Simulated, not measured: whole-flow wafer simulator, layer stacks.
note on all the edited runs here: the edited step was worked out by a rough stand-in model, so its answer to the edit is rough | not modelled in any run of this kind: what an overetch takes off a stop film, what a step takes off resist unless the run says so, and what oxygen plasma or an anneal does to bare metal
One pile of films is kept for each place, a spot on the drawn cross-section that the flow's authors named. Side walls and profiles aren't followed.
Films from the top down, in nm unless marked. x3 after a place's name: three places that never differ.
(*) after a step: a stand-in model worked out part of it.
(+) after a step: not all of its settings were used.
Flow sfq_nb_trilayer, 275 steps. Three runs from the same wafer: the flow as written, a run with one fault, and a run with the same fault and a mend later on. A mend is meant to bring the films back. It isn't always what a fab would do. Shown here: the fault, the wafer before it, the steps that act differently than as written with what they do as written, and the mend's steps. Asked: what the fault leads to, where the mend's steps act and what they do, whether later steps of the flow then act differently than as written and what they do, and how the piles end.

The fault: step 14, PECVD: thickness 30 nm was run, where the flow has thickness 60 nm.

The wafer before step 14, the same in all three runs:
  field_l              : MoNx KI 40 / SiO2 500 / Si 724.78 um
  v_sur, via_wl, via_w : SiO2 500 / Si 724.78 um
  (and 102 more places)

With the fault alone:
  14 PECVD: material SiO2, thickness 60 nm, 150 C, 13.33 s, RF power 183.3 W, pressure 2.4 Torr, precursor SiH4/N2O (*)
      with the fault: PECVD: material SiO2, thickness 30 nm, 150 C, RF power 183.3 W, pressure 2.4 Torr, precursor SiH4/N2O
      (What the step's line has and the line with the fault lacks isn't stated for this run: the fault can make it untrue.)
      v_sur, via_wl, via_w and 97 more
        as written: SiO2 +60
        with the fault: SiO2 +30
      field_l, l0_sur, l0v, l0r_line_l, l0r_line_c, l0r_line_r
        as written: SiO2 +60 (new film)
        with the fault: SiO2 +30 (new film)
  Later steps of the flow that act differently than as written (10 more steps differ only slightly, by at most 2% or 0.5 nm, whichever is larger, and aren't shown):
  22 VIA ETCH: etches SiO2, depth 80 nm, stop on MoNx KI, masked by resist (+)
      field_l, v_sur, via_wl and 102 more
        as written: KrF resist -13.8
        with the fault: KrF resist -7.72
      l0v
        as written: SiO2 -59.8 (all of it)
        with the fault: SiO2 -29.8 (all of it)
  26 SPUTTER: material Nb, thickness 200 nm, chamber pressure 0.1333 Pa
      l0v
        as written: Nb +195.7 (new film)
        with the fault: Nb +200 (new film)
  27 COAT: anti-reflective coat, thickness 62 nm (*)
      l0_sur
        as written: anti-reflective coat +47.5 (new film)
        with the fault: anti-reflective coat +50.9 (new film)
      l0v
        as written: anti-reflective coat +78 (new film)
        with the fault: anti-reflective coat +68.7 (new film)
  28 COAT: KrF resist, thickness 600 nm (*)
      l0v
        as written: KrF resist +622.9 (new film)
        with the fault: KrF resist +604.8 (new film)
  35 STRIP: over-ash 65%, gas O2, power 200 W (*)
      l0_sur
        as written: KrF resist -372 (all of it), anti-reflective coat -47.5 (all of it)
        with the fault: KrF resist -373.6 (all of it), anti-reflective coat -50.9 (all of it)
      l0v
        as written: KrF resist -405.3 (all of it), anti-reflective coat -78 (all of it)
        with the fault: KrF resist -387.2 (all of it), anti-reflective coat -68.7 (all of it)
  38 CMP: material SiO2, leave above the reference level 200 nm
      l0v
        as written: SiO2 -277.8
        with the fault: SiO2 -312.1
  At the end the piles differ from the flow's by more than 2% or 0.5 nm, whichever is larger, at field_l, v_sur, via_wl and 100 more.
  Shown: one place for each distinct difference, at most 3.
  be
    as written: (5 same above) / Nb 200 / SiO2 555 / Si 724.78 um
    with the fault: (5 same above) / Nb 200 / SiO2 525 / Si 724.78 um
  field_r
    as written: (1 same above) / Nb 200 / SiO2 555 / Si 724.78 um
    with the fault: (1 same above) / Nb 200 / SiO2 525 / Si 724.78 um
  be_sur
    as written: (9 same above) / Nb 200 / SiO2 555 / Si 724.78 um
    with the fault: (9 same above) / Nb 200 / SiO2 525 / Si 724.78 um

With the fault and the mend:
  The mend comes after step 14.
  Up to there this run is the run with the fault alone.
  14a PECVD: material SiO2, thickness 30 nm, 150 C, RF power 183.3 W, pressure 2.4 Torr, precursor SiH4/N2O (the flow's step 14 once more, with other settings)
      field_l, v_sur, via_wl and 103 more
        SiO2 +30
  No later step of the flow acts differently than as written, at any place that is followed, by more than 2% or 0.5 nm, whichever is larger.
  At the end the piles are the same as the flow's at every place that both follow.
